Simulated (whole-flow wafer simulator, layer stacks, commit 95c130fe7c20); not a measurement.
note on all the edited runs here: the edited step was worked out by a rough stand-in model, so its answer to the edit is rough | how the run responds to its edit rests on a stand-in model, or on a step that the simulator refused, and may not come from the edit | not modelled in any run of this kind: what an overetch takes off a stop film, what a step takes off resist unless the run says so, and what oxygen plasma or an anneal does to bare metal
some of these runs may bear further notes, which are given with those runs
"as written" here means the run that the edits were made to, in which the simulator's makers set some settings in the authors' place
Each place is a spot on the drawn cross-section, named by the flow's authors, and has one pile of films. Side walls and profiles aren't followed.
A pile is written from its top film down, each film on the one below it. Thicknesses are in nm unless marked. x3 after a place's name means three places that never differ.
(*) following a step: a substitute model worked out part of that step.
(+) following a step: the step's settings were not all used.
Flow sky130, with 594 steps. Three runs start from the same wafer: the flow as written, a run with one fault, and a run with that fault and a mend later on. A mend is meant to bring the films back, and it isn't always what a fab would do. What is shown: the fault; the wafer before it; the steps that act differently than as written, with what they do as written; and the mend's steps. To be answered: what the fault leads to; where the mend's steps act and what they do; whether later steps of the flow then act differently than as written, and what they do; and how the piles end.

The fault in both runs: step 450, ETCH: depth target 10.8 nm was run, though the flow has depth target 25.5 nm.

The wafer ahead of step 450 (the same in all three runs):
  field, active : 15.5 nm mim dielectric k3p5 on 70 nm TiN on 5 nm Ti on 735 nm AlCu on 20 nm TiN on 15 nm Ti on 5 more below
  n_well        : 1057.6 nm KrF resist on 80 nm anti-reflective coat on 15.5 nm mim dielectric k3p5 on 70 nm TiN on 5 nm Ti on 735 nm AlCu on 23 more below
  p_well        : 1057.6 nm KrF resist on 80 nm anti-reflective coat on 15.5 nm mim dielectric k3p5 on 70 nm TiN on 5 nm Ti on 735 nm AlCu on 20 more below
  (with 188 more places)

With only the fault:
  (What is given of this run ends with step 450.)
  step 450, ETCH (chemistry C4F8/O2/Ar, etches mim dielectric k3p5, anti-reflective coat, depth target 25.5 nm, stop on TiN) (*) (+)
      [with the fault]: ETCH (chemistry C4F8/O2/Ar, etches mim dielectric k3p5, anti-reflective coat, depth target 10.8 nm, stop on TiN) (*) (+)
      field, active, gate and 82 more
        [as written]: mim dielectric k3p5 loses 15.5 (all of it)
        [with the fault]: mim dielectric k3p5 loses 10.8
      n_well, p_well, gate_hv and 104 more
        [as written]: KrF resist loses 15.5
        [with the fault]: KrF resist loses 7.2
  After step 450, at field, active, gate and 82 more, the piles differ from the flow's by more than 2% or 0.5 nm, whichever is larger.
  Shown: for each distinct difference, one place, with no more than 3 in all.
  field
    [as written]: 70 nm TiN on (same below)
    [with the fault]: 4.7 nm mim dielectric k3p5 on 70 nm TiN on (same below)

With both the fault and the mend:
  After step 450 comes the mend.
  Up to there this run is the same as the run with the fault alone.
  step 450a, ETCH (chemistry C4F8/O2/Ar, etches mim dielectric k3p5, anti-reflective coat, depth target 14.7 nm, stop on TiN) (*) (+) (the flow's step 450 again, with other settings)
      n_well, p_well, gate_hv and 104 more
        KrF resist loses 4.7
      field, active, gate and 82 more
        mim dielectric k3p5 loses 4.7 (all of it)
  Every later step of the flow that is run acts as written, at every place that is followed, to within 2% or 0.5 nm, whichever is larger.
  At every place that both follow, the piles at the end match the flow's.
